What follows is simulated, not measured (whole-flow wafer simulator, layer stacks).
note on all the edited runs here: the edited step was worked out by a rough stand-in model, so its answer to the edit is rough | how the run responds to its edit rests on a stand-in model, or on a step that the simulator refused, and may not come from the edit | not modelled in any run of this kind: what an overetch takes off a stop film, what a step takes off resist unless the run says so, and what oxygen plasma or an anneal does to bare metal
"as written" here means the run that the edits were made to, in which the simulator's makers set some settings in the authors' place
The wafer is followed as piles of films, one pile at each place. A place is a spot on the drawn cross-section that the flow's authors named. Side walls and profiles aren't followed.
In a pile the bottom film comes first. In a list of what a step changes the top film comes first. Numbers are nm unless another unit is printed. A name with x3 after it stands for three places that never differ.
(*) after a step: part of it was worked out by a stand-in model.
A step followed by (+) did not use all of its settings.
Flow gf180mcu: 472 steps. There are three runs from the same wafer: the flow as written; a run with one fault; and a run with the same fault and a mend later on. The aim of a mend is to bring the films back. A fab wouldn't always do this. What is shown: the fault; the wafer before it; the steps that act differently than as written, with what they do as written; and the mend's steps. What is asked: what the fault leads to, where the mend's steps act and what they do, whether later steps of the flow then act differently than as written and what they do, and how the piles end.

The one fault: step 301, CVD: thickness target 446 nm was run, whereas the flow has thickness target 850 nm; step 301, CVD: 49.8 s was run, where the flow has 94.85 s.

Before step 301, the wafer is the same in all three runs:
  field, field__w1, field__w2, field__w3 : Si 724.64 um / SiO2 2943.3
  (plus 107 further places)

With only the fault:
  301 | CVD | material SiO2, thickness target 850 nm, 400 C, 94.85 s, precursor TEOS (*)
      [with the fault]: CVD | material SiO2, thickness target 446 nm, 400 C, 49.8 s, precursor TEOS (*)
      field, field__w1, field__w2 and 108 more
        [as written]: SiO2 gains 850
        [with the fault]: SiO2 gains 454.9
  Steps later in the flow that act otherwise than as written (not shown: 3 more steps that differ only slightly, by at most 2% or 0.5 nm, whichever is larger):
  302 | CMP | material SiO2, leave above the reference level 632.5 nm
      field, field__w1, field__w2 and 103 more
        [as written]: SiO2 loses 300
        [with the fault]: nothing
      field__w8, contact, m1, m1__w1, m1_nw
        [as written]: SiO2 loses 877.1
        [with the fault]: SiO2 loses 482
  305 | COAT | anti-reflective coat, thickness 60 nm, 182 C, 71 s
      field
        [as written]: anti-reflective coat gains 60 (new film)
        [with the fault]: anti-reflective coat gains 98.2 (new film)
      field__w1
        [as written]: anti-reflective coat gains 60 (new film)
        [with the fault]: anti-reflective coat gains 83.1 (new film)
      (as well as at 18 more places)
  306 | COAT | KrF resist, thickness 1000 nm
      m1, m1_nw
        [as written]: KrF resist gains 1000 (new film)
        [with the fault]: KrF resist gains 953.1 (new film)
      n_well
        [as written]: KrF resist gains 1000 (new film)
        [with the fault]: KrF resist gains 977.5 (new film)
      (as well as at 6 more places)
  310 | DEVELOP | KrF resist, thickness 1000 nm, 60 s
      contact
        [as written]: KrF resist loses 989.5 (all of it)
        [with the fault]: KrF resist loses 950.3 (all of it)
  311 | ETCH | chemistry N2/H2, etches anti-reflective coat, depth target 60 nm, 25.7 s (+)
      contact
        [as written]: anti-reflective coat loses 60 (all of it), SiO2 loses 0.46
        [with the fault]: anti-reflective coat loses 23.4 (all of it), SiO2 loses 1.4
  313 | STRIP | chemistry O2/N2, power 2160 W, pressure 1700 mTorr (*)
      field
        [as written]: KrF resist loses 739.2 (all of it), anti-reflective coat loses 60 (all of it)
        [with the fault]: KrF resist loses 723 (all of it), anti-reflective coat loses 98.2 (all of it)
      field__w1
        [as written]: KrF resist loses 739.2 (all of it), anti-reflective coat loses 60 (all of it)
        [with the fault]: KrF resist loses 720.7 (all of it), anti-reflective coat loses 83.1 (all of it)
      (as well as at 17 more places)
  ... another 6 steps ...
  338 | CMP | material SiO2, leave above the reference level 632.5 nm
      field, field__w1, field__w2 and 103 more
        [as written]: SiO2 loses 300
        [with the fault]: SiO2 loses 287.7
  The piles end different from the flow's at field, field__w1, field__w2 and 109 more by more than 2% or 0.5 nm, whichever is larger.
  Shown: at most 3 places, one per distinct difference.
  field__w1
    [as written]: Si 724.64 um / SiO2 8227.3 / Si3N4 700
    [with the fault]: Si 724.64 um / SiO2 3398.1 / Ti 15 / TiN 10 / W 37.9 / SiO2 4750.1 / Si3N4 700
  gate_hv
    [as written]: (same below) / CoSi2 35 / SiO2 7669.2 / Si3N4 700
    [with the fault]: (same below) / CoSi2 35 / SiO2 2840 / Ti 15 / TiN 10 / W 37.9 / SiO2 4750.1 / Si3N4 700
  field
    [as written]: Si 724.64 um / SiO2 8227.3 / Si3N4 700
    [with the fault]: Si 724.64 um / SiO2 3398.2 / Ti 15 / TiN 10 / W 37.9 / SiO2 4750.1 / Si3N4 700

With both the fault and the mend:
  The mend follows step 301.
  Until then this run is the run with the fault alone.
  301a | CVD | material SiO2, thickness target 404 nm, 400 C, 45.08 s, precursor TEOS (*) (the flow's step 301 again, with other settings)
      field, field__w1, field__w2 and 108 more
        SiO2 gains 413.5
  Steps later in the flow that act otherwise than as written:
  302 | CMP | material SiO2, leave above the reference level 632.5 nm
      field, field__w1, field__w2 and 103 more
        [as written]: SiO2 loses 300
        [with the mend]: SiO2 loses 318.4
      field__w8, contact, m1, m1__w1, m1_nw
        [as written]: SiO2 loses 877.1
        [with the mend]: SiO2 loses 895.4
  By the end, the piles equal the flow's at every place that both follow.
